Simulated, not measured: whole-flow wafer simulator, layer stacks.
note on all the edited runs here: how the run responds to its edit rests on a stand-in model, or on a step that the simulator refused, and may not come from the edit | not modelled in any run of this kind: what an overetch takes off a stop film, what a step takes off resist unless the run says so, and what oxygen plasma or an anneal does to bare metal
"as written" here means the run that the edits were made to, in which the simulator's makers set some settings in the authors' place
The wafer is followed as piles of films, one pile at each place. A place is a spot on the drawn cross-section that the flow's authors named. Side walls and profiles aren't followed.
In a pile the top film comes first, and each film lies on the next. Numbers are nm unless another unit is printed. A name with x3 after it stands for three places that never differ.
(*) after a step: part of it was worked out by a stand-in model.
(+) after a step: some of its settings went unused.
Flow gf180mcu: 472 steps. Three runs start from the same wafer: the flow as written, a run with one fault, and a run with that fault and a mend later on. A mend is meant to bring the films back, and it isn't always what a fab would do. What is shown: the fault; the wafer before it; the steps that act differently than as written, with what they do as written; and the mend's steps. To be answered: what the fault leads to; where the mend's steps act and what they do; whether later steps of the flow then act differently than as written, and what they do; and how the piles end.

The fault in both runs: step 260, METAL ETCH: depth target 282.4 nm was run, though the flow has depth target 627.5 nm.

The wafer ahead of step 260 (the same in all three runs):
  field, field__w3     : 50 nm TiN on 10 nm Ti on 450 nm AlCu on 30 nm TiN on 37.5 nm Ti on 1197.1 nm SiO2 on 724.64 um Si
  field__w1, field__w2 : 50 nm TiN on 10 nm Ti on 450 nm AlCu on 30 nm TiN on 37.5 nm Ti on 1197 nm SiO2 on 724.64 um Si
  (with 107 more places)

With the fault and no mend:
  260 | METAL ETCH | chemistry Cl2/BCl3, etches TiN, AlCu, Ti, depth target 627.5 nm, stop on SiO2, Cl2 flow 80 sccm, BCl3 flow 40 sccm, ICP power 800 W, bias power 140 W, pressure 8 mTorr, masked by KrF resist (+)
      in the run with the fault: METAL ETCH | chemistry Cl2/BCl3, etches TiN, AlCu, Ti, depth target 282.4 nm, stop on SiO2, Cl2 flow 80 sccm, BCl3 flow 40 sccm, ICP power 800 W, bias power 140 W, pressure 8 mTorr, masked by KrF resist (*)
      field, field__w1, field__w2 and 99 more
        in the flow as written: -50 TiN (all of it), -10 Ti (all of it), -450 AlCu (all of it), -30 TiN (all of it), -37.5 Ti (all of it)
        in the run with the fault: -50 TiN (all of it), -10 Ti (all of it), -222.4 AlCu
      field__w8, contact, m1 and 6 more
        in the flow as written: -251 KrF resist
        in the run with the fault: -113 KrF resist
  Steps later in the flow that act otherwise than as written:
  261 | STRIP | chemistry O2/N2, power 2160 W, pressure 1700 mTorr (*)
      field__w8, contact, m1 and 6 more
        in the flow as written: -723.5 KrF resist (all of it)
        in the run with the fault: -861.6 KrF resist (all of it)
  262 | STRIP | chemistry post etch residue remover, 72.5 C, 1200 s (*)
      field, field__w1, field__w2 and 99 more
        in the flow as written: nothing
        in the run with the fault: -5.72 AlCu
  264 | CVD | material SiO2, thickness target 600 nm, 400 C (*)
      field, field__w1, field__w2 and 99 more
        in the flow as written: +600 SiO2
        in the run with the fault: +600 SiO2 (new film)
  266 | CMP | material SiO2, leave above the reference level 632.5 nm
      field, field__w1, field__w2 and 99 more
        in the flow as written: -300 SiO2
        in the run with the fault: -589.4 SiO2
  The piles end different from the flow's at field, field__w1, field__w2 and 100 more by more than 2% or 0.5 nm, whichever is larger.
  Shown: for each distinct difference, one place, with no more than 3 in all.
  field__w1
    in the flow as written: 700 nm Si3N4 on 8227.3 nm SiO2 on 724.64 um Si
    in the run with the fault: 700 nm Si3N4 on 6740.9 nm SiO2 on 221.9 nm AlCu on 30 nm TiN on 37.5 nm Ti on 1197 nm SiO2 on 724.64 um Si
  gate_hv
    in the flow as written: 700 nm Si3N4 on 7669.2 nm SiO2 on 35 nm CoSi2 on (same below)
    in the run with the fault: 700 nm Si3N4 on 6740.9 nm SiO2 on 221.9 nm AlCu on 30 nm TiN on 37.5 nm Ti on 638.9 nm SiO2 on 35 nm CoSi2 on (same below)
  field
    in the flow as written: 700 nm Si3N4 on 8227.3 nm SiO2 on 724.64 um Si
    in the run with the fault: 700 nm Si3N4 on 6740.9 nm SiO2 on 221.9 nm AlCu on 30 nm TiN on 37.5 nm Ti on 1197.1 nm SiO2 on 724.64 um Si

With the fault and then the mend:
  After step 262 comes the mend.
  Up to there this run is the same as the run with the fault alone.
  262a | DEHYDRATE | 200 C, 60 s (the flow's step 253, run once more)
      alters no film at any place that is followed
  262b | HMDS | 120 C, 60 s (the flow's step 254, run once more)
      alters no film at any place that is followed
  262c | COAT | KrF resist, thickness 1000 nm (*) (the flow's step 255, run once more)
      iso_ptap_pw, iso_ntap_nw, iso_nw_fld and 33 more
        +1000 KrF resist (new film)
      field_sub__w2, field_sub__w4, ld_sd_n and 14 more
        +1001.8 KrF resist (new film)
      field__w10, p_well, sti and 10 more
        +1002 KrF resist (new film)
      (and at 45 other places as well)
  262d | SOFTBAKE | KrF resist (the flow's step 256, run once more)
      alters no film at any place that is followed
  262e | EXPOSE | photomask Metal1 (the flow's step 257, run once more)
      alters no film at any place that is followed
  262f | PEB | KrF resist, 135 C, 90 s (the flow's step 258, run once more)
      field__w1, field__w2, field__w3 and 57 more
        -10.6 KrF resist
      iso_ptap_pw, iso_ntap_nw, iso_nw_fld and 33 more
        -10.5 KrF resist
      sd_p, gate_p, nw_sep_fld
        -10.7 KrF resist
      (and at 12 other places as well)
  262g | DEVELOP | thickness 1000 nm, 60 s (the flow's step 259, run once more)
      iso_ptap_pw, iso_ntap_nw, iso_nw_fld and 33 more
        -989.5 KrF resist (all of it)
      field__w5, field__w6, field__w9 and 13 more
        -991.3 KrF resist (all of it)
      field_sub, field_sub__w1, p_well and 9 more
        -991.4 KrF resist (all of it)
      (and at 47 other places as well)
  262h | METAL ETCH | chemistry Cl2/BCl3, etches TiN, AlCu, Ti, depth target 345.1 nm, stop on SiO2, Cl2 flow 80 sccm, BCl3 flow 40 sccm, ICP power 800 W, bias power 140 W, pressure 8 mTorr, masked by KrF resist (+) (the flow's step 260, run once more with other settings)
      field, field__w1, field__w2 and 99 more
        -221.9 AlCu (all of it), -30 TiN (all of it), -37.5 Ti (all of it)
      field__w8, contact, m1 and 6 more
        -138 KrF resist
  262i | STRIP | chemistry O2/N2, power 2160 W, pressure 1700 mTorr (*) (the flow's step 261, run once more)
      field__w8
        -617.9 KrF resist (all of it)
      contact
        -616.3 KrF resist (all of it)
      m1
        -617.8 KrF resist (all of it)
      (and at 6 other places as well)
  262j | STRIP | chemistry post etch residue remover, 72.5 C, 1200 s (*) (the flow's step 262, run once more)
      field__w8, contact, m1 and 6 more
        -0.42 TiN
  Later steps of the flow that are run all act as written at every place that is followed, up to a difference of at most 2% or 0.5 nm, whichever is larger.
  When the end is reached, the piles differ only a little from the flow's at the places that both follow, at most by 2% or 0.5 nm, whichever is larger.
